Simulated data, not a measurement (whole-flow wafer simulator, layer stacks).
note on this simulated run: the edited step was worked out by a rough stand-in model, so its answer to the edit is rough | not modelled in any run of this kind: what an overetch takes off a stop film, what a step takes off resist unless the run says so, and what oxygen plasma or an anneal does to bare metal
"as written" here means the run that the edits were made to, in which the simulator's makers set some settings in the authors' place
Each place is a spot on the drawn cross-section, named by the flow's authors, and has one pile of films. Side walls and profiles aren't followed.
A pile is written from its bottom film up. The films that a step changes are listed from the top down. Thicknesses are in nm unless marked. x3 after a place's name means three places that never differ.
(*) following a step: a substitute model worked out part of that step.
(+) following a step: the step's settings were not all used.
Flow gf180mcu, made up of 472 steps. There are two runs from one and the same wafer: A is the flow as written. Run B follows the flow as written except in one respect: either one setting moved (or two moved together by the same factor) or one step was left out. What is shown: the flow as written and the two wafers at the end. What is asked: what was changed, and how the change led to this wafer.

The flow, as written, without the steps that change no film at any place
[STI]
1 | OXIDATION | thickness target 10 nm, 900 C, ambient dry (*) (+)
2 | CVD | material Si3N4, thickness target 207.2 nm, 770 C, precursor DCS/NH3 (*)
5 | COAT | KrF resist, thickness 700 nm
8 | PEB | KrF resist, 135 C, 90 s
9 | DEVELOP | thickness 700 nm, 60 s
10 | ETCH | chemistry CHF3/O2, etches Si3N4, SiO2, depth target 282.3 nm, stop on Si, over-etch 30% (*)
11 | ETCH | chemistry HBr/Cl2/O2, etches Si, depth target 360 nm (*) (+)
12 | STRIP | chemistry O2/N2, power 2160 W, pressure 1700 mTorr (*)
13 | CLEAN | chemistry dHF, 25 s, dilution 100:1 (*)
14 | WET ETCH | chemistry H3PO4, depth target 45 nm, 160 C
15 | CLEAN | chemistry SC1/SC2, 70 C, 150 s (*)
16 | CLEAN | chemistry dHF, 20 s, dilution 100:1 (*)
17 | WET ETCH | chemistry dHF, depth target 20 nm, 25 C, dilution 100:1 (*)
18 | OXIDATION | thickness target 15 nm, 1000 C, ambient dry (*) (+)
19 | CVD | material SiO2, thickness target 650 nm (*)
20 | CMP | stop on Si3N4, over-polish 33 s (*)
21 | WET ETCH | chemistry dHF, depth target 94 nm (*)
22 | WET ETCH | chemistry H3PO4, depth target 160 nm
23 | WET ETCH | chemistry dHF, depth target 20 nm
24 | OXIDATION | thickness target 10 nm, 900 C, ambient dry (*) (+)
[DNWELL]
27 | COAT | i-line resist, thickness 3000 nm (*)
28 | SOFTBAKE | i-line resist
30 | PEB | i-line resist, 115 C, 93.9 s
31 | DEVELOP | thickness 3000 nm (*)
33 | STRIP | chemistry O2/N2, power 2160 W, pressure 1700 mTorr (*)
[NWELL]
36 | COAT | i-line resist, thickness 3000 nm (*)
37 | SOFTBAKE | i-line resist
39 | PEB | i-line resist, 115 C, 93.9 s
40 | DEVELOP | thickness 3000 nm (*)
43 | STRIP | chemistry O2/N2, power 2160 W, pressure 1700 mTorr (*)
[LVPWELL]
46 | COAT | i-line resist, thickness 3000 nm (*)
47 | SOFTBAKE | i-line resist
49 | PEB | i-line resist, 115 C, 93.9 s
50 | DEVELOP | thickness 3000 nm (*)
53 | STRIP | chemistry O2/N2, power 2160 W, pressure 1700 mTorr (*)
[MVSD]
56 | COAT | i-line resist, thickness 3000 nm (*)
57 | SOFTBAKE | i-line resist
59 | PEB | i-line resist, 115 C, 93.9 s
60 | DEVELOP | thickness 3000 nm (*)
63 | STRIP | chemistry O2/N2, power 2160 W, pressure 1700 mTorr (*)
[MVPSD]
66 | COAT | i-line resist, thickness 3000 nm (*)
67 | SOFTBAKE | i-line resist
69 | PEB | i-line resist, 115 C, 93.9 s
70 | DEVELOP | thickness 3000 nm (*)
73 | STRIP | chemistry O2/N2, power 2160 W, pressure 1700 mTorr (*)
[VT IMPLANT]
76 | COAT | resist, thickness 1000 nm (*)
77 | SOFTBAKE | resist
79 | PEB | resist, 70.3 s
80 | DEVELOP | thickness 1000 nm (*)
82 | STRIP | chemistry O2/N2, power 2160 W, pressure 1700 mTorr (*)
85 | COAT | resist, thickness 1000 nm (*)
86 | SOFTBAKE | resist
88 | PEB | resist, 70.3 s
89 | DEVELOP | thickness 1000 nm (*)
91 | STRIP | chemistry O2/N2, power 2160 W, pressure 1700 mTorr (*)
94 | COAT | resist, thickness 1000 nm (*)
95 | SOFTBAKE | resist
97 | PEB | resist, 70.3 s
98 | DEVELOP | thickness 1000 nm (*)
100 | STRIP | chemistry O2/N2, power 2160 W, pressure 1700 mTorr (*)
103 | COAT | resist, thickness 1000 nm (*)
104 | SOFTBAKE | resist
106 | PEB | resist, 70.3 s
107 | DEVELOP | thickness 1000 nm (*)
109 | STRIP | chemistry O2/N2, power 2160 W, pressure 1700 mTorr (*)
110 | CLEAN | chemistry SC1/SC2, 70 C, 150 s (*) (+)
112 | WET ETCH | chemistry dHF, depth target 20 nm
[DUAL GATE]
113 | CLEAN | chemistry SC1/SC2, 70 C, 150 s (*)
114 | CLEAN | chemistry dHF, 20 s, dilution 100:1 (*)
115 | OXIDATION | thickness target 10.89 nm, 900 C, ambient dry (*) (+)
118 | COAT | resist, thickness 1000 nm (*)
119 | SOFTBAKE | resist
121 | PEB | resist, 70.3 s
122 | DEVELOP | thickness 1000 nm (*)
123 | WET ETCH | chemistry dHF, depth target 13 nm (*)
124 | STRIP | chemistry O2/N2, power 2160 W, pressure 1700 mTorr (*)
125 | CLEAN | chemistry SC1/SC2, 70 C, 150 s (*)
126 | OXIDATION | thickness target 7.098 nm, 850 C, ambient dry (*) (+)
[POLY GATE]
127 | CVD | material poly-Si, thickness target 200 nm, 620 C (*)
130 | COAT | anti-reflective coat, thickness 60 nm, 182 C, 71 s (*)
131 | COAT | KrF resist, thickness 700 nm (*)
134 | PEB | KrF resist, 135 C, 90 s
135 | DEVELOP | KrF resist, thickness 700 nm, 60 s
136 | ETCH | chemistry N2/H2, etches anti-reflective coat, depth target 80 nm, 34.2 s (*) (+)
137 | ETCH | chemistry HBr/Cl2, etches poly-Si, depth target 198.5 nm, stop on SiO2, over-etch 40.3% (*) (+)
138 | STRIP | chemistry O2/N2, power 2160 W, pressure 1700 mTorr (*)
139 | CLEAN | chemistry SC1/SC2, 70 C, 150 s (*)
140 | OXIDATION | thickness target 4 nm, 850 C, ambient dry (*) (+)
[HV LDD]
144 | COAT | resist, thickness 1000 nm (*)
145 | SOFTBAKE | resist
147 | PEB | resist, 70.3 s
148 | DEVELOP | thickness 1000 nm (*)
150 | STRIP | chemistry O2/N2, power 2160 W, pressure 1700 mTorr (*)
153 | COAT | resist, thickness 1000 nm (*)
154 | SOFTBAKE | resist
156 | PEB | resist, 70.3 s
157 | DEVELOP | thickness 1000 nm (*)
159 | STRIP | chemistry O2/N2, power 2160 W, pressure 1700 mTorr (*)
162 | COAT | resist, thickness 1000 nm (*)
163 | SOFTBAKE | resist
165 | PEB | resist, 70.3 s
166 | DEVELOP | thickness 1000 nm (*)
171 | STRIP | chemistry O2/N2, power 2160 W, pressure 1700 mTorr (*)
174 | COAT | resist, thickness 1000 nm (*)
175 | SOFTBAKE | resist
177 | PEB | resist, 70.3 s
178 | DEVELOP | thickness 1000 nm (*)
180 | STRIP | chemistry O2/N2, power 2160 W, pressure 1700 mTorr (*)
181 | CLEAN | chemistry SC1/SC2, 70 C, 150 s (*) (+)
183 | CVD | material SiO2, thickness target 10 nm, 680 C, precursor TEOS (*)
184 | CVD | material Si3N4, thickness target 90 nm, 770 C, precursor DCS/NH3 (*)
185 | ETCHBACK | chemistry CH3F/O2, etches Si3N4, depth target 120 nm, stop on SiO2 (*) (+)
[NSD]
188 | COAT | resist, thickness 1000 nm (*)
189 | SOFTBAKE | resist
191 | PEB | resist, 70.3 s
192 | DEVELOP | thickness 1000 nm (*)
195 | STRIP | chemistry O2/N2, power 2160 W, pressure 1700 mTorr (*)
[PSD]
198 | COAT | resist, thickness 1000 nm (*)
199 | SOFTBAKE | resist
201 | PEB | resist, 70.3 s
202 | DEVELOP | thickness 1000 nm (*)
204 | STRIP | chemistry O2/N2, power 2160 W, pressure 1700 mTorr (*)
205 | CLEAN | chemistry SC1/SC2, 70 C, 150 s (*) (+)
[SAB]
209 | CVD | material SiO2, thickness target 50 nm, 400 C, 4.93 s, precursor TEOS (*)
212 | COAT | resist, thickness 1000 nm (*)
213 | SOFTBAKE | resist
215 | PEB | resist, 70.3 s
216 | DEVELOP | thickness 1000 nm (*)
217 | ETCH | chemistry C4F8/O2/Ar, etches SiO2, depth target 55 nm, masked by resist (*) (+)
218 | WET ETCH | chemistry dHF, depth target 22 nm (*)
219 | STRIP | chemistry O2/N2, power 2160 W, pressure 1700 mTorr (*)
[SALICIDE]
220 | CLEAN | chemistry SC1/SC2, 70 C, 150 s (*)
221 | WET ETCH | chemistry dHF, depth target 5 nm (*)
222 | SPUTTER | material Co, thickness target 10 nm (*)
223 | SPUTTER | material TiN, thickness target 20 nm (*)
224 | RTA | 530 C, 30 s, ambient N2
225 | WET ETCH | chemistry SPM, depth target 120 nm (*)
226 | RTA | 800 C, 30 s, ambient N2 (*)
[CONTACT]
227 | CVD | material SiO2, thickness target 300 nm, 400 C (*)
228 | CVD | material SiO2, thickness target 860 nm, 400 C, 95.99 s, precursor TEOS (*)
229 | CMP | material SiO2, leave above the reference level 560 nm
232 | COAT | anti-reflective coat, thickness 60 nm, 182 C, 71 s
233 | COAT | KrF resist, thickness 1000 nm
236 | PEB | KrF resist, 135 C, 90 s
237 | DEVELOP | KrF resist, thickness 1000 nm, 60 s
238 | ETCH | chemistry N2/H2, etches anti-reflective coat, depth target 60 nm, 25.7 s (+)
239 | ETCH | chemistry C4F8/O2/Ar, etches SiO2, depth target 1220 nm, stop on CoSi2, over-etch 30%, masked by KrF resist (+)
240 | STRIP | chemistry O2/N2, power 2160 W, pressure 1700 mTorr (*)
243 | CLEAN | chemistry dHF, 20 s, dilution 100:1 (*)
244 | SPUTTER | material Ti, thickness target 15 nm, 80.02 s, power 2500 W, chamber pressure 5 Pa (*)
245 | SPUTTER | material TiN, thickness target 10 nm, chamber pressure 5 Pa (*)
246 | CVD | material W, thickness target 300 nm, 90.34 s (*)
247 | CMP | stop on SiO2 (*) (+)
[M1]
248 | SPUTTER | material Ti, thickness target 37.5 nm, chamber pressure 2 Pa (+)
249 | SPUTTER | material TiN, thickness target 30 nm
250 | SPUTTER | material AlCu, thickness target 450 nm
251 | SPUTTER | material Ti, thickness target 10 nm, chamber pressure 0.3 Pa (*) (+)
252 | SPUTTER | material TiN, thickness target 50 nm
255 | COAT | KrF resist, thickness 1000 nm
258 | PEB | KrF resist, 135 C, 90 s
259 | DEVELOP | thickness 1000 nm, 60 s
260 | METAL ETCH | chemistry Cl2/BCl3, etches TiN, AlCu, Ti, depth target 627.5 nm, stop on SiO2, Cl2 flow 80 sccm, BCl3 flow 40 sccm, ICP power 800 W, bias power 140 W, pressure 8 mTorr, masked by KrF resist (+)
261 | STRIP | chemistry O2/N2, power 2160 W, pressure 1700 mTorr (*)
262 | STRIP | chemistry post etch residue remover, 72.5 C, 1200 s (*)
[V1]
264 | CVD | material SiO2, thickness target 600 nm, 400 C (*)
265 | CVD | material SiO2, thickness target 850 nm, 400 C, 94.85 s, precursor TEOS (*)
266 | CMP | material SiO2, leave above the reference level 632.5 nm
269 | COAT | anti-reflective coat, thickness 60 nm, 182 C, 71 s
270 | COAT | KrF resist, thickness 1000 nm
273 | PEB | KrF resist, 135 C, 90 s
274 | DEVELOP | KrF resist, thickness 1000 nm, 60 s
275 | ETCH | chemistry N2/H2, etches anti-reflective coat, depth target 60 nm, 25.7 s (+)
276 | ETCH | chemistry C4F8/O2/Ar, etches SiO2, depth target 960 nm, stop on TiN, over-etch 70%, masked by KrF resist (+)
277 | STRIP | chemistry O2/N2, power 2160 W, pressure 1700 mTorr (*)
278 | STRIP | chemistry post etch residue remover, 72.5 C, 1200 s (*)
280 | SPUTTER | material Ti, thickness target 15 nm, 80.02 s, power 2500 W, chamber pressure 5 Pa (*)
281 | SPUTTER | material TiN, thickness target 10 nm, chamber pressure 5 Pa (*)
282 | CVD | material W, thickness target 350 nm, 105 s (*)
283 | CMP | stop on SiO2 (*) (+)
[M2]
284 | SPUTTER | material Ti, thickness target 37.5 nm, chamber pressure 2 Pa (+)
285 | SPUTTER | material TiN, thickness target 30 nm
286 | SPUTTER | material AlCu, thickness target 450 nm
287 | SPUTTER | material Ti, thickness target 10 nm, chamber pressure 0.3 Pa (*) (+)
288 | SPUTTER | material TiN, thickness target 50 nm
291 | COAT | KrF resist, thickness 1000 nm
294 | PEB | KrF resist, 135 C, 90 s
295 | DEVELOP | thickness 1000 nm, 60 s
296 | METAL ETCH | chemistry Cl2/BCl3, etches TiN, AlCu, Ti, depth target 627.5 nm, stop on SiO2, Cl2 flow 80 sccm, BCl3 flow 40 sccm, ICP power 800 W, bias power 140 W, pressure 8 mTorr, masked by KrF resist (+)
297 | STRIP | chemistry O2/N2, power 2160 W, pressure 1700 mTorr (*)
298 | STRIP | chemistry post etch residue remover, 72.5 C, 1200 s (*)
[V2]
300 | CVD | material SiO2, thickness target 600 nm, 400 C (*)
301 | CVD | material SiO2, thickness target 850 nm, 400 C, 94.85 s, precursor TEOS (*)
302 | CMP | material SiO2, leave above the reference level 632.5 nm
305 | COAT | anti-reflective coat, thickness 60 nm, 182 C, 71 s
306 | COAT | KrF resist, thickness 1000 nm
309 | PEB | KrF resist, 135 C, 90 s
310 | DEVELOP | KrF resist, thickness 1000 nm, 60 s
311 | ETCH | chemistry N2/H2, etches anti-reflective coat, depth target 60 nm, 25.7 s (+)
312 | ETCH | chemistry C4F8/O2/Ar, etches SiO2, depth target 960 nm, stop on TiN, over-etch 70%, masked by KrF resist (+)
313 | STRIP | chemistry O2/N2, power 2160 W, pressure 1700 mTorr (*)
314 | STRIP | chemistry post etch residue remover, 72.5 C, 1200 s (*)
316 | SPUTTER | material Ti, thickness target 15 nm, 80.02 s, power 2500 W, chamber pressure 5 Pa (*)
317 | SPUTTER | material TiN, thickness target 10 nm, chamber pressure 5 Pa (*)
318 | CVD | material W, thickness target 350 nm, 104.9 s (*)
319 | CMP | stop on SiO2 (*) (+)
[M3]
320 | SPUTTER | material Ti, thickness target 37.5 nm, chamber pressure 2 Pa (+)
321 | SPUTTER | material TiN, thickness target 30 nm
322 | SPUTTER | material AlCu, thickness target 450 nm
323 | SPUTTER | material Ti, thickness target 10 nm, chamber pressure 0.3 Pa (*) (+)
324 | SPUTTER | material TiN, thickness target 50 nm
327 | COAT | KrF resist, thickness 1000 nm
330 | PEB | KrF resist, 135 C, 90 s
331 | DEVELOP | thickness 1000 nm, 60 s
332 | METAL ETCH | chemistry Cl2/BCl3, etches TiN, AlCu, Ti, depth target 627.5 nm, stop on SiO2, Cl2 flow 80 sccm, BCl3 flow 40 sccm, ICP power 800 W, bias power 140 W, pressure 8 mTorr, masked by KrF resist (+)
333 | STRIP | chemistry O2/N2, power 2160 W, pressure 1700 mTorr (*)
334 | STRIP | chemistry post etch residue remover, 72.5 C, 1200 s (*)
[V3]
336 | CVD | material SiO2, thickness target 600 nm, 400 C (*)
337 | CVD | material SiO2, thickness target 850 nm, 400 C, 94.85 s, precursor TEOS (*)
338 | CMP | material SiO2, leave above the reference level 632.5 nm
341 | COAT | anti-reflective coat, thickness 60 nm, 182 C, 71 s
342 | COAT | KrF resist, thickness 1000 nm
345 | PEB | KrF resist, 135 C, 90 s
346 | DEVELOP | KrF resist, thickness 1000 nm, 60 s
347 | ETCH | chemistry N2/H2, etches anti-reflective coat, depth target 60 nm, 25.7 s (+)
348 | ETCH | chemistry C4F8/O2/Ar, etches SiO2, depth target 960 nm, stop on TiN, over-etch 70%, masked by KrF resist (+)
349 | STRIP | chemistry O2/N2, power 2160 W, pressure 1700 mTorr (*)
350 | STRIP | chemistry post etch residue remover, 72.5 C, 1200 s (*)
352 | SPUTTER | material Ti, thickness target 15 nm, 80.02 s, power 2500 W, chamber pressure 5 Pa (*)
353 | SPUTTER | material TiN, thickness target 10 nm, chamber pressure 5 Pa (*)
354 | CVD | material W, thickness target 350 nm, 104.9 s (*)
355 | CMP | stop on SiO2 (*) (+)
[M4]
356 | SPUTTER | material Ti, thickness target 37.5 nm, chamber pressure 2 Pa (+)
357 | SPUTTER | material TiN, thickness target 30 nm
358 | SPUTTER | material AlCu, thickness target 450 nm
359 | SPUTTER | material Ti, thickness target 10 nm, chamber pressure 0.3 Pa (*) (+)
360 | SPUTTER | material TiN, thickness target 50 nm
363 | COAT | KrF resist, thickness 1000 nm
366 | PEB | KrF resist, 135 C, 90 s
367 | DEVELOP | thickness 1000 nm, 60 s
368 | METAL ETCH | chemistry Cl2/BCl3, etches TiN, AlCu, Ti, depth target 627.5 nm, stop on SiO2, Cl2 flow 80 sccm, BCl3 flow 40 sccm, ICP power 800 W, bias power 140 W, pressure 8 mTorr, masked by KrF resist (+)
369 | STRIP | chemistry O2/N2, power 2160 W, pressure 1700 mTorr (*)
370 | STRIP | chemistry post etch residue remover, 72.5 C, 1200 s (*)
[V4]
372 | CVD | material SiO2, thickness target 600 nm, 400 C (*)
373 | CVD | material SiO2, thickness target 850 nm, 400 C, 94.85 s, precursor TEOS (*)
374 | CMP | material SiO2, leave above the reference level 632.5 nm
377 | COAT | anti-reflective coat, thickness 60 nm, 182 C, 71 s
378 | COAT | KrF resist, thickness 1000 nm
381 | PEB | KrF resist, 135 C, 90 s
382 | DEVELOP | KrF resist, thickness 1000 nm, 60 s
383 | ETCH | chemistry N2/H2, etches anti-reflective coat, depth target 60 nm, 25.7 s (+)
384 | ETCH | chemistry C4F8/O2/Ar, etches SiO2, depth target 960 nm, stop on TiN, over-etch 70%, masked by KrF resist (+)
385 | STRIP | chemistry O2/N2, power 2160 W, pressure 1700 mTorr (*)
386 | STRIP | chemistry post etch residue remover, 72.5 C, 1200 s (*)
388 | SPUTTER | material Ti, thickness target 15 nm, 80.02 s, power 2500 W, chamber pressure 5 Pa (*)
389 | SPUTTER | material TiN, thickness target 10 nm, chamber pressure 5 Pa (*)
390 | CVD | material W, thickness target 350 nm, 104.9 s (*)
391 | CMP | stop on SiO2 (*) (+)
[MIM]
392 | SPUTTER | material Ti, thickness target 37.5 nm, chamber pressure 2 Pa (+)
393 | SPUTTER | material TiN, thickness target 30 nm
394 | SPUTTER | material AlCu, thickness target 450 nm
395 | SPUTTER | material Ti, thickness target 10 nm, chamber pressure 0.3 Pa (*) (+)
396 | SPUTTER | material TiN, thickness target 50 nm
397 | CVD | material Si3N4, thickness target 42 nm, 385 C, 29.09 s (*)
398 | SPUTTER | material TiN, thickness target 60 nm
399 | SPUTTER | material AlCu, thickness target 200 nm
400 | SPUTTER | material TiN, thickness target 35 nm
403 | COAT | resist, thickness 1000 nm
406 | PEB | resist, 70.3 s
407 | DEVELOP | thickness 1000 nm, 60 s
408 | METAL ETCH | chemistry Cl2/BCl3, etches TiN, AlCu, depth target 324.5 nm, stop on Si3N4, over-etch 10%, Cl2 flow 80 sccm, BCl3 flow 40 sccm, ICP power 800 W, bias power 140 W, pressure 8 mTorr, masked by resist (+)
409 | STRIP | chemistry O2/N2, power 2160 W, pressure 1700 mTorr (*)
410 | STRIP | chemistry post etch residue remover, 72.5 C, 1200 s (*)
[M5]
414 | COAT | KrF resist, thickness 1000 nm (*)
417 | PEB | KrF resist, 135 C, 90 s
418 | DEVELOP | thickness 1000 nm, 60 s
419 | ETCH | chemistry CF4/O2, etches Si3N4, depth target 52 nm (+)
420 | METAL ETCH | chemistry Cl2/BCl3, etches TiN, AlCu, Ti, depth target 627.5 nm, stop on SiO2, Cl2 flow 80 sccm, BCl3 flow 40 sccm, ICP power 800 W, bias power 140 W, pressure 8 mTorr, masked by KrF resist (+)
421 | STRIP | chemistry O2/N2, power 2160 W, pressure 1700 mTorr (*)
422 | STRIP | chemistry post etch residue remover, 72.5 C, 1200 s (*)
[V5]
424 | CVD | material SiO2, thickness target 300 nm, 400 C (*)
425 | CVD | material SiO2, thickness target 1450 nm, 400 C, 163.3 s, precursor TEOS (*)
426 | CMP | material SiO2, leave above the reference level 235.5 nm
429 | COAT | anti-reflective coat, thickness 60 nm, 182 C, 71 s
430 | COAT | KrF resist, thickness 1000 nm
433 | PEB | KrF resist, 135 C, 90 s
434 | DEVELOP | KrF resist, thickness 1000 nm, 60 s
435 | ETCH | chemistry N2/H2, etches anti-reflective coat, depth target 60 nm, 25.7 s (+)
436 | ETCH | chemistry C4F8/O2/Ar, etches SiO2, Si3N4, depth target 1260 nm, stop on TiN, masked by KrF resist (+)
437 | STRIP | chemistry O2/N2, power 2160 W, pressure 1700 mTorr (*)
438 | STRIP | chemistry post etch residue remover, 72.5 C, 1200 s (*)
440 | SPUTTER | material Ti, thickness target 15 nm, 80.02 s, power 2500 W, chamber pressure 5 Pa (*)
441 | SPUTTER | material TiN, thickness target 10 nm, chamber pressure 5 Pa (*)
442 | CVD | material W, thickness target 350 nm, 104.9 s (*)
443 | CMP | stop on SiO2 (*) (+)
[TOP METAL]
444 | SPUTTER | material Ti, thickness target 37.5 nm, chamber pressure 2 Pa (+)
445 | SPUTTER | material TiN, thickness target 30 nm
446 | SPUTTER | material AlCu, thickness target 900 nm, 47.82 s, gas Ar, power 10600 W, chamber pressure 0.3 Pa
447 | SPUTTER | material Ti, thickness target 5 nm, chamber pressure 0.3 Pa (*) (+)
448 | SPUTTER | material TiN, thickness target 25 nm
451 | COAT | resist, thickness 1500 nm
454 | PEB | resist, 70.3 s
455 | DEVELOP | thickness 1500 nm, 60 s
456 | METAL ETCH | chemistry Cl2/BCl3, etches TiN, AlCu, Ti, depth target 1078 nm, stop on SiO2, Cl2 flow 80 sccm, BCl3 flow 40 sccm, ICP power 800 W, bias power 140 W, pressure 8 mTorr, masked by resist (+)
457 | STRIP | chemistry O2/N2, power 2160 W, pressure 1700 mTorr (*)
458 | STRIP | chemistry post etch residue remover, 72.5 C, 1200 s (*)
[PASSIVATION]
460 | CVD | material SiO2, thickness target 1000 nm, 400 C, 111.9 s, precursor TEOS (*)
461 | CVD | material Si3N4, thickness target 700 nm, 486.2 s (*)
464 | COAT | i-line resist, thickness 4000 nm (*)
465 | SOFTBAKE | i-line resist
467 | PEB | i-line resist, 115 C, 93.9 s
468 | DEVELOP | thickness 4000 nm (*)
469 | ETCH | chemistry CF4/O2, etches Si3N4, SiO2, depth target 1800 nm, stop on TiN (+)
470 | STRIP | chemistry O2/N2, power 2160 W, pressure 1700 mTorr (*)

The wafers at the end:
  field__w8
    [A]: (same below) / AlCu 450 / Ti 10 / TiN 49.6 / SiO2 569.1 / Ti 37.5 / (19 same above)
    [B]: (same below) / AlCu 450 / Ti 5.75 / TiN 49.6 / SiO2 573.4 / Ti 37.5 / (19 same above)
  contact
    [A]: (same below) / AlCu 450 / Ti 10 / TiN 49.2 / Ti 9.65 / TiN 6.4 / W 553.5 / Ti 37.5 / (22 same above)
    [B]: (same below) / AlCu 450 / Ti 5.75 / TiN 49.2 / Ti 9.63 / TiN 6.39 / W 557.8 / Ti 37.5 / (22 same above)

Cause: step 323, SPUTTER: thickness target 5.75 nm was run, while the flow as written has thickness target 10 nm.
One can read it off the wafer: field__w8 has Ti 5.75, and step 323 as written asks for 10 nm.

How this came from the change, step by step:
  323 | SPUTTER | material Ti, thickness target 10 nm, chamber pressure 0.3 Pa (*) (+)
      field, field__w1, field__w2 and 108 more: A +10 Ti (new film) | B +5.75 Ti (new film)
  332 | METAL ETCH | chemistry Cl2/BCl3, etches TiN, AlCu, Ti, depth target 627.5 nm, stop on SiO2, Cl2 flow 80 sccm, BCl3 flow 40 sccm, ICP power 800 W, bias power 140 W, pressure 8 mTorr, masked by KrF resist (+)
      field, field__w1, field__w2 and 103 more: A -50 TiN (all of it), -10 Ti (all of it), -450 AlCu (all of it), -30 TiN (all of it), -37.5 Ti (all of it) | B -50 TiN (all of it), -5.75 Ti (all of it), -450 AlCu (all of it), -30 TiN (all of it), -37.5 Ti (all of it)
